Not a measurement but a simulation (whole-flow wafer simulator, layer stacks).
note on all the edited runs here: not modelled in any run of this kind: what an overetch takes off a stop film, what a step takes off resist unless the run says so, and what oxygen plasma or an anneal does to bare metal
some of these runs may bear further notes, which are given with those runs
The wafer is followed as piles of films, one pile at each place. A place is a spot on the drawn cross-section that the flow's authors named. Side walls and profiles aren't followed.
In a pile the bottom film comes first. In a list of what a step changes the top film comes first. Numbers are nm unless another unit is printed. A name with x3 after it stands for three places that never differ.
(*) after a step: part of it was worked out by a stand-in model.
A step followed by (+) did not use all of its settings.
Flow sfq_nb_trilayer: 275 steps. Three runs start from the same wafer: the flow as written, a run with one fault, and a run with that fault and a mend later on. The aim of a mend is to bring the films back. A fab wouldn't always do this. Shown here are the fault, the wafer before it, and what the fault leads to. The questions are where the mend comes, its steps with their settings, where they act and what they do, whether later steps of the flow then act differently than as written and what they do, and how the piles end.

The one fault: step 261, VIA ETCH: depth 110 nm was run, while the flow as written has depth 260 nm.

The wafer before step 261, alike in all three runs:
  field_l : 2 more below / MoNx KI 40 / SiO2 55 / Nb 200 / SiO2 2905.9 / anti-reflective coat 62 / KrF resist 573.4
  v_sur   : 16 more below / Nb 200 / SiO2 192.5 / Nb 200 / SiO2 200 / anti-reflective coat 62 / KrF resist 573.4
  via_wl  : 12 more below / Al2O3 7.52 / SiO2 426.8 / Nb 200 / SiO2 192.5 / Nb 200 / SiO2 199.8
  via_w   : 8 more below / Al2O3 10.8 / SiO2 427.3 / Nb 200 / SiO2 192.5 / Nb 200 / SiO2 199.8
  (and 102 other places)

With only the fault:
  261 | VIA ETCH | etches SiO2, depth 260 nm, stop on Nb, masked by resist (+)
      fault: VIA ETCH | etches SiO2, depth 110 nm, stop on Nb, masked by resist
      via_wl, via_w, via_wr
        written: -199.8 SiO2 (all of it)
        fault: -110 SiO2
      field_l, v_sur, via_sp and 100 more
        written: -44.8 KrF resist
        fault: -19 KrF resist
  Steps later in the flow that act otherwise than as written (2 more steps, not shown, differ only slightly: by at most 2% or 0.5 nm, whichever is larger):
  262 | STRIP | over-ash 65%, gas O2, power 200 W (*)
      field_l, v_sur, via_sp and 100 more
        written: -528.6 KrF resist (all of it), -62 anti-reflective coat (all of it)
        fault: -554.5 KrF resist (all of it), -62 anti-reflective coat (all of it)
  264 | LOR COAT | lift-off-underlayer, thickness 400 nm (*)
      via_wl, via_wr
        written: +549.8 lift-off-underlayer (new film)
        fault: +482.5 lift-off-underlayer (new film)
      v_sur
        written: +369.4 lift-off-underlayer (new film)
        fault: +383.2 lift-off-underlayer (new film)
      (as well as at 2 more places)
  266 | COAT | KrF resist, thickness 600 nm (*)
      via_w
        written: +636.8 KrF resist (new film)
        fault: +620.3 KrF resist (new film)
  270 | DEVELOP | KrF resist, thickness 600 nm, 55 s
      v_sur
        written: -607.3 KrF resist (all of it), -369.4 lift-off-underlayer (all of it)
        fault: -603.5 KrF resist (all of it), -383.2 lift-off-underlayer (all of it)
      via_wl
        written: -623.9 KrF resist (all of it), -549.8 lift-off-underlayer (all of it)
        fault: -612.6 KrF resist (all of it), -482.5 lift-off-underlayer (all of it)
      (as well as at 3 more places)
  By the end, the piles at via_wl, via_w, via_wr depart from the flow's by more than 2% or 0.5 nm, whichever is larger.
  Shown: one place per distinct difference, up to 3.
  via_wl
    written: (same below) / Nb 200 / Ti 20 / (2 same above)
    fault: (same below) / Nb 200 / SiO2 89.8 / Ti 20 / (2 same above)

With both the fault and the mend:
  The mend stands after step 261.
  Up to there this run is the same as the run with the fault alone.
  261a | VIA ETCH | etches SiO2, depth 150 nm, stop on Nb, masked by resist (+) (the flow's step 261 again, with other settings)
      field_l, v_sur, via_sp and 100 more
        -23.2 KrF resist
      via_wl, via_w, via_wr
        -89.8 SiO2 (all of it)
  Later steps of the flow that are run all act as written at every place that is followed, up to a difference of at most 2% or 0.5 nm, whichever is larger.
  The piles end the same as the flow's at every place that both follow.
